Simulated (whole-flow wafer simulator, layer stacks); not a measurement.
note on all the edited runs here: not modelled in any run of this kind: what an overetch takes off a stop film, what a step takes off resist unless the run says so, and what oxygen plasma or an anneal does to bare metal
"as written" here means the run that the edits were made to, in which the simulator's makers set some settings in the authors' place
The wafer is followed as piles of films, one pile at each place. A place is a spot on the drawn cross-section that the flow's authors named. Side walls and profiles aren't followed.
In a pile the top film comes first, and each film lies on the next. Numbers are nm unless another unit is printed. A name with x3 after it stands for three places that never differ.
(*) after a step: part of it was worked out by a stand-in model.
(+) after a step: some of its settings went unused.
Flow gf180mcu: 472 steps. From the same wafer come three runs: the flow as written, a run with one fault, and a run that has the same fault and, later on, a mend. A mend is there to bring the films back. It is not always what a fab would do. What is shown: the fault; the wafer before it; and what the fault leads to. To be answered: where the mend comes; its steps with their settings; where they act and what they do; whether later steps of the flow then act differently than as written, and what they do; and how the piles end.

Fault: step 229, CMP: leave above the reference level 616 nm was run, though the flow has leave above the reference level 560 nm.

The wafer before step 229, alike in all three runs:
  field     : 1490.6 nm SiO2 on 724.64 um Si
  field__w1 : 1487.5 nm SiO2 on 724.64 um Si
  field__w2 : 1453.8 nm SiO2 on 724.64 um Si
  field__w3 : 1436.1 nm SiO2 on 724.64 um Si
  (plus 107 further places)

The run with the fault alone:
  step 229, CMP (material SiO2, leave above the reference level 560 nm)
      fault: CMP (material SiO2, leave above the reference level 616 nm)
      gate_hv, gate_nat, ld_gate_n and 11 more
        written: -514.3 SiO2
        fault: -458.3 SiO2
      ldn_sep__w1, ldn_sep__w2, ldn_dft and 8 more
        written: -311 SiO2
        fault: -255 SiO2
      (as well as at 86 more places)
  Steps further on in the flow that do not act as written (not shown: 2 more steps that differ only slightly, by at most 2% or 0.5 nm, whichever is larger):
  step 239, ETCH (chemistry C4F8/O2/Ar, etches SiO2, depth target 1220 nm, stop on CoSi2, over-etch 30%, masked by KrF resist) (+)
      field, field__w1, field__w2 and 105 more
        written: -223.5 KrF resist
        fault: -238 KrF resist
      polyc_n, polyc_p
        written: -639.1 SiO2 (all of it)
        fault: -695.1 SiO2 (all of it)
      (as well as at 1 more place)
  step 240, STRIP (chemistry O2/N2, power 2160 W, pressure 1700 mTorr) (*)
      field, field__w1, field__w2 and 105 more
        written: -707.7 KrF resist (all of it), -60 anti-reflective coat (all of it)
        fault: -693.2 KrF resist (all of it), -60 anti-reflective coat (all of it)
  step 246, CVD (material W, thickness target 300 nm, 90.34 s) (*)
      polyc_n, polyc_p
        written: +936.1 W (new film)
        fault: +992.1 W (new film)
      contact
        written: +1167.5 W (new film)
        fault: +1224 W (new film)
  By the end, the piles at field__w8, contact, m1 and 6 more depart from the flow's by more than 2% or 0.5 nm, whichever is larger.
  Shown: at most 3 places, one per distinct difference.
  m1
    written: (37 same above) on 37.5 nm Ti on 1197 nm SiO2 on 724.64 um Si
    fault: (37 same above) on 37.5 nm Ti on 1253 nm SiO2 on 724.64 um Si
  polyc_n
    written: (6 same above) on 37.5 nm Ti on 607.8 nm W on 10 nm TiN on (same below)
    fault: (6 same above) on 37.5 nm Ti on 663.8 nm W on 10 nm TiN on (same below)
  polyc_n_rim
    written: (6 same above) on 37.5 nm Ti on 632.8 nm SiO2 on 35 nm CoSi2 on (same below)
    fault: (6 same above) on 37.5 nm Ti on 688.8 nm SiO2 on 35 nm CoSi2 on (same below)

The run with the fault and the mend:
  The mend follows step 229.
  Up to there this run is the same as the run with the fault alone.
  step 229a, CMP (material SiO2, leave above the reference level 560 nm) (a further turn of the flow's step 229)
      field, field__w1, field__w2 and 108 more
        -56 SiO2
  None of the later steps of the flow acts differently than as written at any place that is followed.
  By the end, the piles equal the flow's at every place that both follow.
